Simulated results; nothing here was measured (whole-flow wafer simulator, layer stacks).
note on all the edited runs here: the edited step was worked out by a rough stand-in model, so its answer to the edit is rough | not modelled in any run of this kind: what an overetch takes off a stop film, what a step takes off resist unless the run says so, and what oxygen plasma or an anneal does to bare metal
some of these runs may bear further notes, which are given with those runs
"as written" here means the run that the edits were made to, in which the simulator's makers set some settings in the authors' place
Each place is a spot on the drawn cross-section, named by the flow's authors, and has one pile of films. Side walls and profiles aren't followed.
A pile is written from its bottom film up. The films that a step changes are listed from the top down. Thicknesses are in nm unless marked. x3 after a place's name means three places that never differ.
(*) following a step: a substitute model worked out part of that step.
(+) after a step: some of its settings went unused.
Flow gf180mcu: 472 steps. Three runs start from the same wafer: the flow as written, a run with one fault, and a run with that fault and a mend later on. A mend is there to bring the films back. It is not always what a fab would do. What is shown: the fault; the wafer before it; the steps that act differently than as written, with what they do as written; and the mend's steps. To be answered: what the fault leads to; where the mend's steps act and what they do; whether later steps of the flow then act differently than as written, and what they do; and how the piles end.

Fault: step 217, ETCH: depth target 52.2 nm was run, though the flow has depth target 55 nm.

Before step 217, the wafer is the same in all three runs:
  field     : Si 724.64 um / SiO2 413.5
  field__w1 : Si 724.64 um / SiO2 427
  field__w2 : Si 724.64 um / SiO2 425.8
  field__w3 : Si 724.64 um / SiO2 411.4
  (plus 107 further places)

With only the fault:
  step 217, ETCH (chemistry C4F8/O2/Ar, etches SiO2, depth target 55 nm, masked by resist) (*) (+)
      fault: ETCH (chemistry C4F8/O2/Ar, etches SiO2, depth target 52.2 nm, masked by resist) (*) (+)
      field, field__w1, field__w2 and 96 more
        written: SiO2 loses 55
        fault: SiO2 loses 52.2
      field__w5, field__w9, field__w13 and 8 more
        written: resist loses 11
        fault: resist loses 10.4
  Later steps of the flow acting differently than as written (not shown: 10 more steps that differ only slightly, by at most 2% or 0.5 nm, whichever is larger):
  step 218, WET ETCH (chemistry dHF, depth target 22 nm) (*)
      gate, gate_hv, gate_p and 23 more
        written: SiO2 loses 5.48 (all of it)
        fault: SiO2 loses 8.28 (all of it)
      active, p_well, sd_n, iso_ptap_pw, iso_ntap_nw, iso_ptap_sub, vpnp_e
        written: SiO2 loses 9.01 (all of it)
        fault: SiO2 loses 11.8 (all of it)
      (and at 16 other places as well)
  The piles end only slightly different from the flow's at the places that both follow, by no more than 2% or 0.5 nm, whichever is larger.

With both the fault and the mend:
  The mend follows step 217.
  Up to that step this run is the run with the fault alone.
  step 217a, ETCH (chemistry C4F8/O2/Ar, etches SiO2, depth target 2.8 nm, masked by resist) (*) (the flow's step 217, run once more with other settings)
      field, field__w1, field__w2 and 96 more
        SiO2 loses 2.8
      field__w5, field__w9, field__w13 and 8 more
        resist loses 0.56
      spacer
        Si3N4 loses 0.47
  Later steps of the flow that are run all act as written at every place that is followed.
  The piles end the same as the flow's at every place that both follow.
